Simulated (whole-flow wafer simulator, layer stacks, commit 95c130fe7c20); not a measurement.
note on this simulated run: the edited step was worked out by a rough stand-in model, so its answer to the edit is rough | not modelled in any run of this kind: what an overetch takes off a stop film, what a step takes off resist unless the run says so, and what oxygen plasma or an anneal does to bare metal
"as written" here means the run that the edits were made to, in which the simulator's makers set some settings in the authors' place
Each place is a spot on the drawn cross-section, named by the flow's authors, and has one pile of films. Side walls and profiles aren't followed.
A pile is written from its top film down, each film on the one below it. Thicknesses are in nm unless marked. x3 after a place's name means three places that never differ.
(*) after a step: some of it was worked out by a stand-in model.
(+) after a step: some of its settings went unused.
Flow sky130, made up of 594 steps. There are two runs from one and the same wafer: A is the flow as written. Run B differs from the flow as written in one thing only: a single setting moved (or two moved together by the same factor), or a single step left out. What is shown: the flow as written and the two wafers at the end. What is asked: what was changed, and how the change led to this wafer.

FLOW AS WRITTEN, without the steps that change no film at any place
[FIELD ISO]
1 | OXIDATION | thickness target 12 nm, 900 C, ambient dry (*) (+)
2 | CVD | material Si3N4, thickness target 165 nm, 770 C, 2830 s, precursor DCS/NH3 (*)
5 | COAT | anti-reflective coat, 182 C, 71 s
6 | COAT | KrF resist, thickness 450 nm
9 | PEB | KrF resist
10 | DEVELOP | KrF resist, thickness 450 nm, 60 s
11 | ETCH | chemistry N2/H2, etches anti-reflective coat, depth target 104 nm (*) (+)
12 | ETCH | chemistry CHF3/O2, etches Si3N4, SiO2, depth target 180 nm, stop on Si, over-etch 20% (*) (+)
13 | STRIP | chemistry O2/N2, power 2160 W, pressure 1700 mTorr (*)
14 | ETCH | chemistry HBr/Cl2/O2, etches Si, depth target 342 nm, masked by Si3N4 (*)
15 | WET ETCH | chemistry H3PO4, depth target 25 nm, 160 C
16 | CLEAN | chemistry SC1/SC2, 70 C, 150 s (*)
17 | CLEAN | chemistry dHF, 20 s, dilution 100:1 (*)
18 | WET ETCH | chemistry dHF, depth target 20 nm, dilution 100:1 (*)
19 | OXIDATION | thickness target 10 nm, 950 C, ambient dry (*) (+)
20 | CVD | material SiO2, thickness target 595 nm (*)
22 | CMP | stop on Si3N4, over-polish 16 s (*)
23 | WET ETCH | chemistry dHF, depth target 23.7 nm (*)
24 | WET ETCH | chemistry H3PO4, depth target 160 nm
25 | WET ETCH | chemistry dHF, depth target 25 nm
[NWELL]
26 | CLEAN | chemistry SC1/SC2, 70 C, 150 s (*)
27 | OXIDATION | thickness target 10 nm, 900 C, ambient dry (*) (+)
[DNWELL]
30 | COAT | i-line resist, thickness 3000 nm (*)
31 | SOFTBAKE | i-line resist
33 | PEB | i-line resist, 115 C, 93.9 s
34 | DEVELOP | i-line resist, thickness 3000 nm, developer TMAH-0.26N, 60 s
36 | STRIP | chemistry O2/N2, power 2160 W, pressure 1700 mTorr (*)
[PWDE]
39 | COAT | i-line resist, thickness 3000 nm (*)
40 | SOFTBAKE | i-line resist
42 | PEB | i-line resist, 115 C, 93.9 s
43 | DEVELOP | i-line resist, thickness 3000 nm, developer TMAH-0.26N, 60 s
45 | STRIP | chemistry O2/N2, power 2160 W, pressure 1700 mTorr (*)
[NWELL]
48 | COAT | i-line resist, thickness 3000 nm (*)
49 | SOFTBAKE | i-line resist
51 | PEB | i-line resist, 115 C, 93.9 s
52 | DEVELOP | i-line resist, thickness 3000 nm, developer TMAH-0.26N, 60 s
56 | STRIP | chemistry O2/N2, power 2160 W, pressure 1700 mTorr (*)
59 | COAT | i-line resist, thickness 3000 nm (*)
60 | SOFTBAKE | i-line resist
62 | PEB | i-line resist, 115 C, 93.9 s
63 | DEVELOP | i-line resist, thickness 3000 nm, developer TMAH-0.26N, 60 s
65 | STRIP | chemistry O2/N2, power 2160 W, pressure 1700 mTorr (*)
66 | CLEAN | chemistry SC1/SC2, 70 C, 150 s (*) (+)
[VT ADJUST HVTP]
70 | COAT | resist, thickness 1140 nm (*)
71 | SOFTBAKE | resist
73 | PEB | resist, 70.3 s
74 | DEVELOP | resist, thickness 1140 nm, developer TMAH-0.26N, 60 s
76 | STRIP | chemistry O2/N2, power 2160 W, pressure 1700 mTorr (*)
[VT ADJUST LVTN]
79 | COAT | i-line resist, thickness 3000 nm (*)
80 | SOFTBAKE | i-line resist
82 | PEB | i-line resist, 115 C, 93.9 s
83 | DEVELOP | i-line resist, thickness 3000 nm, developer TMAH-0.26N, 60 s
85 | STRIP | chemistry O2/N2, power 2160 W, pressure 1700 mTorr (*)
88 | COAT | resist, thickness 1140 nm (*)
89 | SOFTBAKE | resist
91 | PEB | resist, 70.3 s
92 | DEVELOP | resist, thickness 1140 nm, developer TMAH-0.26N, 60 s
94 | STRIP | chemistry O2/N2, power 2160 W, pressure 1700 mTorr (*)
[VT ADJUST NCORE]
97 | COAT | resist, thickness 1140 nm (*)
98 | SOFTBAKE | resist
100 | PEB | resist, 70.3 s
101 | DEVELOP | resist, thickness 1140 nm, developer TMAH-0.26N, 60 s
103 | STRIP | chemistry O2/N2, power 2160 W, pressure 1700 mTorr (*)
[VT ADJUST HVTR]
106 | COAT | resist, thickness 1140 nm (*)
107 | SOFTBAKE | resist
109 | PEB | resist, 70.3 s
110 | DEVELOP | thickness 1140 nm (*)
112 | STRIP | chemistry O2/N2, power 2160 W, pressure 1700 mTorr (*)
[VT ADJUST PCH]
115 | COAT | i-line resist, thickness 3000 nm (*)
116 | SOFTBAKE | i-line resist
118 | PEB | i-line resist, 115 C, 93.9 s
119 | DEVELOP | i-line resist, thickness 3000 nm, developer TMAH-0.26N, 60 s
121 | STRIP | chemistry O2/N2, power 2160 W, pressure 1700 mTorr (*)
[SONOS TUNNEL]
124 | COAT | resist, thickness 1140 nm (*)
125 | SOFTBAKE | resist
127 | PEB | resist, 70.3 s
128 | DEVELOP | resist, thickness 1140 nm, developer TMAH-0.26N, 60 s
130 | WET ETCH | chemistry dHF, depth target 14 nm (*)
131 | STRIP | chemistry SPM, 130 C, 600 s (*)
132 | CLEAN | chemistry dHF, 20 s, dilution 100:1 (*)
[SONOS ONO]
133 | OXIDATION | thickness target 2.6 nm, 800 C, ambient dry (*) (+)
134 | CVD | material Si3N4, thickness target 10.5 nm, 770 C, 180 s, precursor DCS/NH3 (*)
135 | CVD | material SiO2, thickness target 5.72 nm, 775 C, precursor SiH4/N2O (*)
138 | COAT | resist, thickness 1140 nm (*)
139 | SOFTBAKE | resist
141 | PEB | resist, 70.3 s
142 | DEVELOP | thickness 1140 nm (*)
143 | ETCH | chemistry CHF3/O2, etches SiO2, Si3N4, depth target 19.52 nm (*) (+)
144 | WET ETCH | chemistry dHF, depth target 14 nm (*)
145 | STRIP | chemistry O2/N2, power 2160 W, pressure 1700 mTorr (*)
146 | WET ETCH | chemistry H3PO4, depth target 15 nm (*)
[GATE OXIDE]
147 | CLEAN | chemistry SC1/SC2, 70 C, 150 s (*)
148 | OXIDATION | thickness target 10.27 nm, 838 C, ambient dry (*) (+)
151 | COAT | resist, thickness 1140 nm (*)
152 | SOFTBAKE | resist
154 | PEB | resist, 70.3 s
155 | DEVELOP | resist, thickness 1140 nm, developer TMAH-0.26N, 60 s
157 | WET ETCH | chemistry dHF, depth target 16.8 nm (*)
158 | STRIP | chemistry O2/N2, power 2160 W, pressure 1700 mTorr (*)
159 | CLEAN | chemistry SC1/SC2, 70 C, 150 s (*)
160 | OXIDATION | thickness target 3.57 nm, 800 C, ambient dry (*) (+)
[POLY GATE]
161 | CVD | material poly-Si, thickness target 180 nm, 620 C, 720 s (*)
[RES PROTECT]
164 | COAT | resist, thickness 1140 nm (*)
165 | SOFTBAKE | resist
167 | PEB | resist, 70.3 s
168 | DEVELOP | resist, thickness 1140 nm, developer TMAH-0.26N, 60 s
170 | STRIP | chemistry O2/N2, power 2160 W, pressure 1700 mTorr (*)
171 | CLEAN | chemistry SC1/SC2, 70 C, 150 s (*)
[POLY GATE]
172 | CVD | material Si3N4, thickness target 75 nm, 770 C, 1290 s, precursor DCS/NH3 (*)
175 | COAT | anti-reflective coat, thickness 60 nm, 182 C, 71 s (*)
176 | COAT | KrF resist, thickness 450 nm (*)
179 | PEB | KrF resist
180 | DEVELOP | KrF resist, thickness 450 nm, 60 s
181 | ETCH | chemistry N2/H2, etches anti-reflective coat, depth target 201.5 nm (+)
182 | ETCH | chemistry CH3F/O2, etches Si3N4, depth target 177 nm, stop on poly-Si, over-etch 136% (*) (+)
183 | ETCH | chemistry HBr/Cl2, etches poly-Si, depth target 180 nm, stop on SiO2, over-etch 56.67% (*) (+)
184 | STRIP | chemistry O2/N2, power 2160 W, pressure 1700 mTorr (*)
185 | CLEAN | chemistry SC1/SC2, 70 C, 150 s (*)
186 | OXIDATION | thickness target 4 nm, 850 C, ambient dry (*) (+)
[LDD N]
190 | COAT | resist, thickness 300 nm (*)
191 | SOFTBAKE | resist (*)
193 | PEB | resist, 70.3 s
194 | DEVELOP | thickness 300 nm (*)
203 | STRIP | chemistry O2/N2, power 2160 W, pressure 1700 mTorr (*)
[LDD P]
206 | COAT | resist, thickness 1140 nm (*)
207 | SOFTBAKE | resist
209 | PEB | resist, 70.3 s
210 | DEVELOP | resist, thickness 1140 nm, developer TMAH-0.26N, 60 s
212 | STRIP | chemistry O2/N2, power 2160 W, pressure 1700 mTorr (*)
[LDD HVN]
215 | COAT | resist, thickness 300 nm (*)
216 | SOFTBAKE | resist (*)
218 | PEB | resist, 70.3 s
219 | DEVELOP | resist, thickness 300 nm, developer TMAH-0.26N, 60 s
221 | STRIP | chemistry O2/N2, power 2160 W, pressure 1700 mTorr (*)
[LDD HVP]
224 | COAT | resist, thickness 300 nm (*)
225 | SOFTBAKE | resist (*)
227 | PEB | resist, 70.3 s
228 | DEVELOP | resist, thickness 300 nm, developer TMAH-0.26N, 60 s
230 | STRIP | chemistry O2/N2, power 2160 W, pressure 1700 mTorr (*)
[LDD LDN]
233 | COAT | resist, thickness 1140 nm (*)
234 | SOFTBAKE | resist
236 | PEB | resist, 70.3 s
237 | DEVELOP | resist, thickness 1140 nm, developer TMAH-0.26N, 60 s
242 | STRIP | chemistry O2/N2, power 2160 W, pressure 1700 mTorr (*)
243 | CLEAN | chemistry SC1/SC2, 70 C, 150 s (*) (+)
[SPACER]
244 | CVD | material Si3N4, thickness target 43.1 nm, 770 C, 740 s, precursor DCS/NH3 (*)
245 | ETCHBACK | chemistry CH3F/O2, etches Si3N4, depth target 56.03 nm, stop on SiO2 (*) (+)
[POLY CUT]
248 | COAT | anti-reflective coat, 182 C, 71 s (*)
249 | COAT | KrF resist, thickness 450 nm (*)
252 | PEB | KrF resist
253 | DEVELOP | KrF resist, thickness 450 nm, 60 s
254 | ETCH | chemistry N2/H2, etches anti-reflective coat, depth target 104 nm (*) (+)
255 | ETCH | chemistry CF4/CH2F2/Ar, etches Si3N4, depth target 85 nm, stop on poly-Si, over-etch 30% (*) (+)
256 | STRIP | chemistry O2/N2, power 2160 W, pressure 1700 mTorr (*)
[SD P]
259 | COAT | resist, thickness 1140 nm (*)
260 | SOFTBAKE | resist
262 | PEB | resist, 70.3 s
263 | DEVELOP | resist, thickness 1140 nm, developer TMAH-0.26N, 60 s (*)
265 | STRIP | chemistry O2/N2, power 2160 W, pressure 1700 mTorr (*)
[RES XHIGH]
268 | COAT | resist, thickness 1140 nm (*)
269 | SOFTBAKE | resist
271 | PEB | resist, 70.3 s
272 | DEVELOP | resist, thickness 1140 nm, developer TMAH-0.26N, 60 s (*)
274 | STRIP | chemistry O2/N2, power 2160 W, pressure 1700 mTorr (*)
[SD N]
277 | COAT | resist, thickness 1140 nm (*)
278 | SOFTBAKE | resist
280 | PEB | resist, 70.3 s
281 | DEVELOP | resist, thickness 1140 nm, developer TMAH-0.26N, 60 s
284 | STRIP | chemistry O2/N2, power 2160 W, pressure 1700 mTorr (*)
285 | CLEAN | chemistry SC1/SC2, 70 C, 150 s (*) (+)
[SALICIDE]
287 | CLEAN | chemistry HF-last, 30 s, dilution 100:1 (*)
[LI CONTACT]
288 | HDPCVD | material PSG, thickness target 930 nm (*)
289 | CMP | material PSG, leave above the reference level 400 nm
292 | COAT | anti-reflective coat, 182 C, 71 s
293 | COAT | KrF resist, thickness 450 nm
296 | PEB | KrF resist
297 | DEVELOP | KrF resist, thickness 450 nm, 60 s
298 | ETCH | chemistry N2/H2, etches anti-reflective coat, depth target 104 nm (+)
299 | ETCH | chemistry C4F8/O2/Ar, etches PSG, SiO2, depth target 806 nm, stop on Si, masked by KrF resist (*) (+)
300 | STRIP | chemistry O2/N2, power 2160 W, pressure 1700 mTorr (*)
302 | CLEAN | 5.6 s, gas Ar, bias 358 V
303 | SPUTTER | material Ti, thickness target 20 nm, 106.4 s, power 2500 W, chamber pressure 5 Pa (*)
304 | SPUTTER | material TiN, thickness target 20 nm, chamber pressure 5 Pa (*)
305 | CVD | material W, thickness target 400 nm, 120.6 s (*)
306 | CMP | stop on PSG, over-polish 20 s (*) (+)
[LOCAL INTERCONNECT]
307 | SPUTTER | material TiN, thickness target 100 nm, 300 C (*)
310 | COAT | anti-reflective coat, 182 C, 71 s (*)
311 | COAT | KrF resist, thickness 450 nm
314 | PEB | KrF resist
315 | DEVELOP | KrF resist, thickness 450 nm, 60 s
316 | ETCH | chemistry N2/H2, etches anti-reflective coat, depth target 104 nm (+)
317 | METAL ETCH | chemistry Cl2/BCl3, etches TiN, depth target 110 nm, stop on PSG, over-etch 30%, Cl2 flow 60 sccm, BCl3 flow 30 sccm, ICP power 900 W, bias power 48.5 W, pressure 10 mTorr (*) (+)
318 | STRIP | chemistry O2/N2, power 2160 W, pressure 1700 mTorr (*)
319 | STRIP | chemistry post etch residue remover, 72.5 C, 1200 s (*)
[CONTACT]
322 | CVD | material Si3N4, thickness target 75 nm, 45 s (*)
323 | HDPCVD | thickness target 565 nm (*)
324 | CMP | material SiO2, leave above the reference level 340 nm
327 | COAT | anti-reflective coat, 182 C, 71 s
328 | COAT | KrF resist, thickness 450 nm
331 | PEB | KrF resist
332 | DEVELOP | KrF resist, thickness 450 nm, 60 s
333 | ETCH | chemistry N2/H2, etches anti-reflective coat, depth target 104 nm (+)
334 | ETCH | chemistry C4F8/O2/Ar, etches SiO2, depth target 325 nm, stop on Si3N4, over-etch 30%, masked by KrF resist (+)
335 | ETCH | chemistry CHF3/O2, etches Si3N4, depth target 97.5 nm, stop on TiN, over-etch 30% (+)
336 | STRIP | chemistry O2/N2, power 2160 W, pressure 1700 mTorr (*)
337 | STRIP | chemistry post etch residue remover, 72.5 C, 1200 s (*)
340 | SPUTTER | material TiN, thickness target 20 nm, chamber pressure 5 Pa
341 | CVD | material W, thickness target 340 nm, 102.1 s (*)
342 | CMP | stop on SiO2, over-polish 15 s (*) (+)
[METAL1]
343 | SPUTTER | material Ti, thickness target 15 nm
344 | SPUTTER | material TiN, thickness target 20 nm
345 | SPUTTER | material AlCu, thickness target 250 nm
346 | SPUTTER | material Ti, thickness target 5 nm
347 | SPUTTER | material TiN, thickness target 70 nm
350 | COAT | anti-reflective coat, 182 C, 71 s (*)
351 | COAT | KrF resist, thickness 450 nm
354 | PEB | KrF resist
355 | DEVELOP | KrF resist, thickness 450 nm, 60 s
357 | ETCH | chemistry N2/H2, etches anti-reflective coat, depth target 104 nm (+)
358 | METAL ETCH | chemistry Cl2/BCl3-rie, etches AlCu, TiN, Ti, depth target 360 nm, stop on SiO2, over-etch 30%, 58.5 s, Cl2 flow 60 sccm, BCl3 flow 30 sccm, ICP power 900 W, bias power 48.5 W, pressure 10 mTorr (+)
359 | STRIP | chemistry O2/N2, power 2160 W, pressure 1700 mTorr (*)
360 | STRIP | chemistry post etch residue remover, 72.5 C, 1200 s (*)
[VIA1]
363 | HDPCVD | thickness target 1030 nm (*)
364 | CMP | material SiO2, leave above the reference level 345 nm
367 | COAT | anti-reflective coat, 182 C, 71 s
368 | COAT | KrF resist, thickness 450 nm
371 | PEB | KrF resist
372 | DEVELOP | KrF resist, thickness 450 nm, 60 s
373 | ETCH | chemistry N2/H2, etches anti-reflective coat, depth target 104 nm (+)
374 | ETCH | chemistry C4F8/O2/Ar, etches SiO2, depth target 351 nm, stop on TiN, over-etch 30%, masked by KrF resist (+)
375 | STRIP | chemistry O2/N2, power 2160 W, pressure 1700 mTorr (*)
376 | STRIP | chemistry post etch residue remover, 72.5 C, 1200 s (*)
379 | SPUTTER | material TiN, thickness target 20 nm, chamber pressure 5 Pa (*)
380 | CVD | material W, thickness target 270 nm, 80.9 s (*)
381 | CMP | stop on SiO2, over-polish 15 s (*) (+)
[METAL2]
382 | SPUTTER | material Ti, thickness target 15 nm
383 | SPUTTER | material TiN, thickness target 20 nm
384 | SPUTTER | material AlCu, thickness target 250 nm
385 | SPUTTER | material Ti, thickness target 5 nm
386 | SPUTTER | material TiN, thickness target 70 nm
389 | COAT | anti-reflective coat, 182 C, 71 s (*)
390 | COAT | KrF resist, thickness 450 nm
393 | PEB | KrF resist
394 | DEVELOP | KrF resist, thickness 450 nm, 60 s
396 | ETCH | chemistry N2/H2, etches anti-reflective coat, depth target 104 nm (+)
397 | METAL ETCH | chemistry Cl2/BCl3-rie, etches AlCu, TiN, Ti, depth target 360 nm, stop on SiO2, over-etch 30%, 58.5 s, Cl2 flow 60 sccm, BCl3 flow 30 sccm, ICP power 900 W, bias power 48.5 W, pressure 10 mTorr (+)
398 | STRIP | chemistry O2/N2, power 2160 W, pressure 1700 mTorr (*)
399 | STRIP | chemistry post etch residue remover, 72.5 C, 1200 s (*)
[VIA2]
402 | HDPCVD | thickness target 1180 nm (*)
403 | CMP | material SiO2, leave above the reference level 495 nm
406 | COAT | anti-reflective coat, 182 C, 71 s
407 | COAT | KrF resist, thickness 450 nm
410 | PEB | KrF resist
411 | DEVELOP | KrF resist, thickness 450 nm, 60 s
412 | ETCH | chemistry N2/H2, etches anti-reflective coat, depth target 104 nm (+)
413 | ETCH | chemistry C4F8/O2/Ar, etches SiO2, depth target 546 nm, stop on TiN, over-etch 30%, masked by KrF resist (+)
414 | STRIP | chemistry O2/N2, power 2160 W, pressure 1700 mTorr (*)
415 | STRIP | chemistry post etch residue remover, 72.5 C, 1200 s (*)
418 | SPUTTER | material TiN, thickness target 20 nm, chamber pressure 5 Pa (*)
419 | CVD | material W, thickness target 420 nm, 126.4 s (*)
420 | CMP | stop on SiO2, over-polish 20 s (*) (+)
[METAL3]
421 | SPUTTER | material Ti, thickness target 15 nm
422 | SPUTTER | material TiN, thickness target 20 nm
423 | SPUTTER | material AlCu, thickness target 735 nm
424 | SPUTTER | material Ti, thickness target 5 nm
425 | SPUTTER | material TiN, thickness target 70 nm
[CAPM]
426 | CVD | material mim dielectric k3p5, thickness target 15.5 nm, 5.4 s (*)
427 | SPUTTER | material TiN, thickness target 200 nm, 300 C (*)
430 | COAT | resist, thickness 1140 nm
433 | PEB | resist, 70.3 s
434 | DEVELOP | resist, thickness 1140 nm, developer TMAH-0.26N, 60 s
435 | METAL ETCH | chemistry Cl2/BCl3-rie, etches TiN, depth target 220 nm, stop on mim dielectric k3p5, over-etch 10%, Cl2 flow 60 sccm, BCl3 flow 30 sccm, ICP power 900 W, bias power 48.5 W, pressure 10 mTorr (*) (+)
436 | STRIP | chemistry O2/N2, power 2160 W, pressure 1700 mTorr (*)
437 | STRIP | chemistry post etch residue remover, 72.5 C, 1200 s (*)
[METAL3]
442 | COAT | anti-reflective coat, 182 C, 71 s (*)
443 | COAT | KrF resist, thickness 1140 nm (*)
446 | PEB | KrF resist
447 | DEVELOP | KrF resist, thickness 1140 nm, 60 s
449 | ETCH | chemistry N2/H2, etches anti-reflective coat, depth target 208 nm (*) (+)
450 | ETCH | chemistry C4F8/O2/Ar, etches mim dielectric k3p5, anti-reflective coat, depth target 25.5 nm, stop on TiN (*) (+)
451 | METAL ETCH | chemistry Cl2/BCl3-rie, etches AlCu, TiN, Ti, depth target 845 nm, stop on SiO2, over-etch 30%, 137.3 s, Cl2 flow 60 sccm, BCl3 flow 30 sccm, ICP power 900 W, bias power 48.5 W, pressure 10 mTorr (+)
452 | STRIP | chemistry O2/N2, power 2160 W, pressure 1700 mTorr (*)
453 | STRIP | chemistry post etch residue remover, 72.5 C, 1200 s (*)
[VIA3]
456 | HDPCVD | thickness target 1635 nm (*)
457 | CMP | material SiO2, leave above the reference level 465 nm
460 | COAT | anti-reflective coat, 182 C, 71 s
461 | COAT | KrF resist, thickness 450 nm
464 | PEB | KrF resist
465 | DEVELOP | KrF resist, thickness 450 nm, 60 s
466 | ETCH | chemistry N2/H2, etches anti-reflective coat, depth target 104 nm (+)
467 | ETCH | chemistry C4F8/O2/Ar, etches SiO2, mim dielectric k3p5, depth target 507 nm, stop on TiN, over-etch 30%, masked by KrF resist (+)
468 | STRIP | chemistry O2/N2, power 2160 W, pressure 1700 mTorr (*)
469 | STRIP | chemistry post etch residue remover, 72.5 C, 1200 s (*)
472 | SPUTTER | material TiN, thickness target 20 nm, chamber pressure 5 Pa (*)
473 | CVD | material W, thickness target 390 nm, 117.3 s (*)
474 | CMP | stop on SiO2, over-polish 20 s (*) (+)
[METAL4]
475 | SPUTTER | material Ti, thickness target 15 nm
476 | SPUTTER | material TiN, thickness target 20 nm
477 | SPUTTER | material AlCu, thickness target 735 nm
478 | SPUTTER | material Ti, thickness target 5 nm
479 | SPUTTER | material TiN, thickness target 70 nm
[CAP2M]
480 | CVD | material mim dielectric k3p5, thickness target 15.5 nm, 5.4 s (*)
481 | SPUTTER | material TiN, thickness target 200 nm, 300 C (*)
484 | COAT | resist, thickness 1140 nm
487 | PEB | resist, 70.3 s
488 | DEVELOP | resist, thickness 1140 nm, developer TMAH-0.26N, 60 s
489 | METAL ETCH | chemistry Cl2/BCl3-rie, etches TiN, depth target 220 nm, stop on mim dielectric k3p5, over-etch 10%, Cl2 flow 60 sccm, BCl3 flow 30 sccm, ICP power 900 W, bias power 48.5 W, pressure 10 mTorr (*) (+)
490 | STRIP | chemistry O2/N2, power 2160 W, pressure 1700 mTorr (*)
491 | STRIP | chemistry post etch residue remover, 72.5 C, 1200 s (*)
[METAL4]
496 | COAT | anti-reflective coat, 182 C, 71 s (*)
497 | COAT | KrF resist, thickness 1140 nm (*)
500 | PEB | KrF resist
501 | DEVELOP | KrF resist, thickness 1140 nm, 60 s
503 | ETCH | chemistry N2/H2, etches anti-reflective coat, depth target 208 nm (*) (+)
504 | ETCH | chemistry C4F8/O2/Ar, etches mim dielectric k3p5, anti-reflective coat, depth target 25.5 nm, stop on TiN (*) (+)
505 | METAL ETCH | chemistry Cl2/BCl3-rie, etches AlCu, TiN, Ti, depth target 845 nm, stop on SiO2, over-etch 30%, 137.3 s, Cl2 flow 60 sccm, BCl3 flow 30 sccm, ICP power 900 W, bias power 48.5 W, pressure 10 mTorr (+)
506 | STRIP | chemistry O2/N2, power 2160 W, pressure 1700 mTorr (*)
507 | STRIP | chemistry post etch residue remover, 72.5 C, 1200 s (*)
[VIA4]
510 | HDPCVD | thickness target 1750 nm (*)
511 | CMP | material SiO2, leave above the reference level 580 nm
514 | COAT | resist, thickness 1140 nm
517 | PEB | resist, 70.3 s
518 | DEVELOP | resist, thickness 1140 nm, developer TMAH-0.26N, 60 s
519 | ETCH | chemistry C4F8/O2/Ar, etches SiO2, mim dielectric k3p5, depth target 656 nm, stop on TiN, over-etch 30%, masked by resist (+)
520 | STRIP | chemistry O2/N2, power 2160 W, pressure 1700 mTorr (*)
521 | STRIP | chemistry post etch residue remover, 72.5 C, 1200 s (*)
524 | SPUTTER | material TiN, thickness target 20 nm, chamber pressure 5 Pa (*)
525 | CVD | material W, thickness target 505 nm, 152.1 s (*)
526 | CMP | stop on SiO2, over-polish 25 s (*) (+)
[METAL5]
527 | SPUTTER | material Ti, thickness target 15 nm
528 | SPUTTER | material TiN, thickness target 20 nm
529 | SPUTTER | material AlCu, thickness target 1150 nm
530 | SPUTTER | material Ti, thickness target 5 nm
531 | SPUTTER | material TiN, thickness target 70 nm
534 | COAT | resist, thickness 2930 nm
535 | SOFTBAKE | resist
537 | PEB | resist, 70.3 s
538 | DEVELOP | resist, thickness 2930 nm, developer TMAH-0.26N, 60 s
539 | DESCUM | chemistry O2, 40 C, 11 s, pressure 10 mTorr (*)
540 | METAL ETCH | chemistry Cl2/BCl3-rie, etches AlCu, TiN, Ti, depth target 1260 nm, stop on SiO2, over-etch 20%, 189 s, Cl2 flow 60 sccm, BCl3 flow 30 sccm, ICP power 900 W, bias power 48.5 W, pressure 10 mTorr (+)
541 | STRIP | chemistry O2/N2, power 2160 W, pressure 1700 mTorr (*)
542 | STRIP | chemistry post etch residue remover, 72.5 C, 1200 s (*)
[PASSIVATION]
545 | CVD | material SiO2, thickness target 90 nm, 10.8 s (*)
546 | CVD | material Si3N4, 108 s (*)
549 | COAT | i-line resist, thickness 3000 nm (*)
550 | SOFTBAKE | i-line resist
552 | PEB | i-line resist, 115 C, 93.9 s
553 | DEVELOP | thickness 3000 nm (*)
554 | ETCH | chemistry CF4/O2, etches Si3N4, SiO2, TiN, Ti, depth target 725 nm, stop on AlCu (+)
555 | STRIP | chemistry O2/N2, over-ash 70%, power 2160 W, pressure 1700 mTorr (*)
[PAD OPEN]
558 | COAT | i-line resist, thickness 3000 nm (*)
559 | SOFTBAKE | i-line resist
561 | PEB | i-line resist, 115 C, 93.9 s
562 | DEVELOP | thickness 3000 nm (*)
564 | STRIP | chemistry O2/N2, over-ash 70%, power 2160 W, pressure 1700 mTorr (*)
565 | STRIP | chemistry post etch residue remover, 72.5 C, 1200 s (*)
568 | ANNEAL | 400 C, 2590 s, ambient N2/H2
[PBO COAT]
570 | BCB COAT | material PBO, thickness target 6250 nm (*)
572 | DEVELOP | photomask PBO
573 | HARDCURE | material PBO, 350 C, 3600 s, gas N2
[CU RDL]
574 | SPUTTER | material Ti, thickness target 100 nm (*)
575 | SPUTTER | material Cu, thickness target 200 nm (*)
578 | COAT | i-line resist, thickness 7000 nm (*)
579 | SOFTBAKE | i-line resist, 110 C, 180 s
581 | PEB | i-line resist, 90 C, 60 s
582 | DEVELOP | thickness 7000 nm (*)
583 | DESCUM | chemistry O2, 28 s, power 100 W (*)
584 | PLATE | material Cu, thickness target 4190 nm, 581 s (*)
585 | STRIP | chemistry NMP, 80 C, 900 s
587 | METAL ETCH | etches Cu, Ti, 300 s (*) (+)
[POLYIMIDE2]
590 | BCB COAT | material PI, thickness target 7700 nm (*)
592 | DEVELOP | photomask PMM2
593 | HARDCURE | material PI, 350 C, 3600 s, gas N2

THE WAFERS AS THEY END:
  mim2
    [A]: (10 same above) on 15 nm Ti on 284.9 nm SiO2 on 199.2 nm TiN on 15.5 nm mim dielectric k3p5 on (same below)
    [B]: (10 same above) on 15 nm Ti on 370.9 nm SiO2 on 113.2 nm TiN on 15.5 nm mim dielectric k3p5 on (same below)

What caused this: step 481, SPUTTER: thickness target 114 nm was run, though the flow has thickness target 200 nm.

How this came from the change, step by step:
  481 | SPUTTER | material TiN, thickness target 200 nm, 300 C (*)
      field, active, n_well and 189 more: A TiN gains 200 (new film) | B TiN gains 114 (new film)
  489 | METAL ETCH | chemistry Cl2/BCl3-rie, etches TiN, depth target 220 nm, stop on mim dielectric k3p5, over-etch 10%, Cl2 flow 60 sccm, BCl3 flow 30 sccm, ICP power 900 W, bias power 48.5 W, pressure 10 mTorr (*) (+)
      field, active, n_well and 188 more: A TiN loses 200 (all of it) | B TiN loses 114 (all of it)
      mim2: A resist loses 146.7 | B resist loses 83.6
  490 | STRIP | chemistry O2/N2, power 2160 W, pressure 1700 mTorr (*)
      mim2: A resist loses 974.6 (all of it) | B resist loses 1037.7 (all of it)
  496 | COAT | anti-reflective coat, 182 C, 71 s (*)
      iso_guard__w2: A anti-reflective coat gains 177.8 (new film) | B anti-reflective coat gains 122.9 (new film)
      mim2: A anti-reflective coat gains 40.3 (new film) | B anti-reflective coat gains 30.1 (new film)
  497 | COAT | KrF resist, thickness 1140 nm (*)
      iso_guard__w2: A KrF resist gains 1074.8 (new film) | B KrF resist gains 1111.9 (new film)
      mim2: A KrF resist gains 1018.9 (new film) | B KrF resist gains 1093.3 (new film)
  506 | STRIP | chemistry O2/N2, power 2160 W, pressure 1700 mTorr (*)
      iso_guard__w2: A KrF resist loses 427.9 (all of it), anti-reflective coat loses 177.8 (all of it) | B KrF resist loses 464.9 (all of it), anti-reflective coat loses 122.9 (all of it)
      mim2: A KrF resist loses 372.1 (all of it), anti-reflective coat loses 40.3 (all of it) | B KrF resist loses 446.3 (all of it), anti-reflective coat loses 30.1 (all of it)
  511 | CMP | material SiO2, leave above the reference level 580 nm
      mim2: A SiO2 loses 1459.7 | B SiO2 loses 1373.7
